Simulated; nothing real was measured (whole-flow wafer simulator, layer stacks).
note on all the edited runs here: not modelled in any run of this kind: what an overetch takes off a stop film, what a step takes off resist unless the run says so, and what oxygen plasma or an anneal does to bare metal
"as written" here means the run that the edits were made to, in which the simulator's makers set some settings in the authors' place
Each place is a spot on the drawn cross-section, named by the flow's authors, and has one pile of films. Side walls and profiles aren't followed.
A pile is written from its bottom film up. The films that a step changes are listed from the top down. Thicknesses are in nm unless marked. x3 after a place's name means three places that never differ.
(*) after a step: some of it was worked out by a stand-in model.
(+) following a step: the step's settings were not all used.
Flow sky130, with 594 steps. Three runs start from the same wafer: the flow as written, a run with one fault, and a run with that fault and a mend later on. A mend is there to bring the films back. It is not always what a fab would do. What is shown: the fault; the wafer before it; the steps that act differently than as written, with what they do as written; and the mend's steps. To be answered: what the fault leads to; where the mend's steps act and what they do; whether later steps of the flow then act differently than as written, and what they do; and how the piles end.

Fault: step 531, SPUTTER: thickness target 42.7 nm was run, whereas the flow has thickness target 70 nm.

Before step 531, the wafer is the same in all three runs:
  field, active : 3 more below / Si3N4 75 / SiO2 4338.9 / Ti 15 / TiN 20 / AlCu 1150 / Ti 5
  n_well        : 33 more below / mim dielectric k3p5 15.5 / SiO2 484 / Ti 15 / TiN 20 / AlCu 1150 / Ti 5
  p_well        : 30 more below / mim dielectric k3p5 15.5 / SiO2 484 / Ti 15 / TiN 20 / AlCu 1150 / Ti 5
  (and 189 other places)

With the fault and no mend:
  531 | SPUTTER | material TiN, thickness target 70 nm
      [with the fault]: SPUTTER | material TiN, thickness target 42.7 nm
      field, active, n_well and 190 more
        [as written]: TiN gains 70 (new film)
        [with the fault]: TiN gains 42.7 (new film)
  Steps later in the flow that act otherwise than as written (not shown: 17 more steps that differ only slightly, by at most 2% or 0.5 nm, whichever is larger):
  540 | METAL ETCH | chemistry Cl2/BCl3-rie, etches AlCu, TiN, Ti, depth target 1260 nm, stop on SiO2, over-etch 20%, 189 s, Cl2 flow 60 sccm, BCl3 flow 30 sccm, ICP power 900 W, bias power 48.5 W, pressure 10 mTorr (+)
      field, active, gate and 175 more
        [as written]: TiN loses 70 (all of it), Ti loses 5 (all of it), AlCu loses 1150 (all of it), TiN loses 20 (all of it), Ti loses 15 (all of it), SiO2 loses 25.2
        [with the fault]: TiN loses 42.7 (all of it), Ti loses 5 (all of it), AlCu loses 1150 (all of it), TiN loses 20 (all of it), Ti loses 15 (all of it), SiO2 loses 27.9
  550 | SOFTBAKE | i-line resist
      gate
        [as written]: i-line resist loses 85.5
        [with the fault]: i-line resist loses 82.8
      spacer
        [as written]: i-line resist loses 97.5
        [with the fault]: i-line resist loses 94.4
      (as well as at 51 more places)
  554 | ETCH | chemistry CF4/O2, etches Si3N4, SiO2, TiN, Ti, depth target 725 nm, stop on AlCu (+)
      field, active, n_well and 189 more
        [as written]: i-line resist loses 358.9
        [with the fault]: i-line resist loses 331.6
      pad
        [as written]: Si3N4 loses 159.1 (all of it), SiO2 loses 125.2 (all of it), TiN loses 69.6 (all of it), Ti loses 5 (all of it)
        [with the fault]: Si3N4 loses 159.1 (all of it), SiO2 loses 125.2 (all of it), TiN loses 42.3 (all of it), Ti loses 5 (all of it)
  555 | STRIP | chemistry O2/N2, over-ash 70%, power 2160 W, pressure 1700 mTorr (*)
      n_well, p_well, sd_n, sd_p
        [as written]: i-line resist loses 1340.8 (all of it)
        [with the fault]: i-line resist loses 1392.1 (all of it)
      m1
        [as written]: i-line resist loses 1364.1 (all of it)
        [with the fault]: i-line resist loses 1414.9 (all of it)
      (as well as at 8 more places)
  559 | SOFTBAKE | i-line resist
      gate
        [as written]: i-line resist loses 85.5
        [with the fault]: i-line resist loses 82.8
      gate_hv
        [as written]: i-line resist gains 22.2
        [with the fault]: i-line resist gains 21.5
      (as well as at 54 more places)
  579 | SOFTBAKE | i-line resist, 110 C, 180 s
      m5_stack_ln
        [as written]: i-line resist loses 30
        [with the fault]: i-line resist loses 29.3
  The piles end different from the flow's at n_well, p_well, sd_n and 11 more by more than 2% or 0.5 nm, whichever is larger.
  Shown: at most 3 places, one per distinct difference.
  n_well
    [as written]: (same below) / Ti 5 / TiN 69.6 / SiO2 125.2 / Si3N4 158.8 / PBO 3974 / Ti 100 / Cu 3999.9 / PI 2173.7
    [with the fault]: (same below) / Ti 5 / TiN 42.3 / SiO2 125.2 / Si3N4 158.8 / PBO 3993.6 / Ti 100 / Cu 3999.9 / PI 2176.9
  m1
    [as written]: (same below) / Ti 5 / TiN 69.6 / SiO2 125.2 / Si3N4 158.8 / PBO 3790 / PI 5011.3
    [with the fault]: (same below) / Ti 5 / TiN 42.3 / SiO2 125.2 / Si3N4 158.8 / PBO 3812.7 / PI 5012.7
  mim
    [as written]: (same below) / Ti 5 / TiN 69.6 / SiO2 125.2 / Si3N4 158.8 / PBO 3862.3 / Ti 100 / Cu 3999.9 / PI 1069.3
    [with the fault]: (same below) / Ti 5 / TiN 42.3 / SiO2 125.2 / Si3N4 158.8 / PBO 3883.4 / Ti 100 / Cu 3999.9 / PI 1071.7

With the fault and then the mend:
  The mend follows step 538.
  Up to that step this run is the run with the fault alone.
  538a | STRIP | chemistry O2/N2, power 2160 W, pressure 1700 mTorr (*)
      n_well, p_well, sd_n and 9 more
        resist loses 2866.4 (all of it)
      m1, via4_hole
        resist loses 2868.5 (all of it)
      via4_enc
        resist loses 2866.3 (all of it)
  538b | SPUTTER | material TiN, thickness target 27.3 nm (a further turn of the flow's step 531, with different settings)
      field, active, n_well and 190 more
        TiN gains 27.3
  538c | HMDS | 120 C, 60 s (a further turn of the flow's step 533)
      does not change any film at any place that is followed
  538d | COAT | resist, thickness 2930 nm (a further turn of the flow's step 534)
      n_well, p_well, gate_hv and 172 more
        resist gains 2930 (new film)
      field, active, gate and 13 more
        resist gains 2929.9 (new film)
      m1, via4_hole
        resist gains 2932.1 (new film)
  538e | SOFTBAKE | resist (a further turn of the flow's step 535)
      field, active, gate, spacer, m1, sonos_cell, sonos_guard, sonos_guard_hv
        resist gains 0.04
      nwell_res
        resist gains 0.03
      pplus_nw
        resist gains 0.02
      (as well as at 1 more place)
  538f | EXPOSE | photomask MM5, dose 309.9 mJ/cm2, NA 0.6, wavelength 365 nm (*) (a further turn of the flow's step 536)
      does not change any film at any place that is followed
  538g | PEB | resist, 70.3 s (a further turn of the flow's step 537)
      field, active, n_well and 188 more
        resist loses 63.6
      m1, via4_hole
        resist loses 63.7
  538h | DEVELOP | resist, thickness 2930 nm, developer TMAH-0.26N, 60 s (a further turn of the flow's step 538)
      field, active, gate and 168 more
        resist loses 2866.4 (all of it)
      via1_hole, via1_enc, via2_hole, via2_enc, via3_hole, via3_enc, via_li1
        resist loses 2866.3 (all of it)
  None of the later steps of the flow acts differently than as written at any place that is followed.
  The piles end the same as the flow's at every place that both follow.
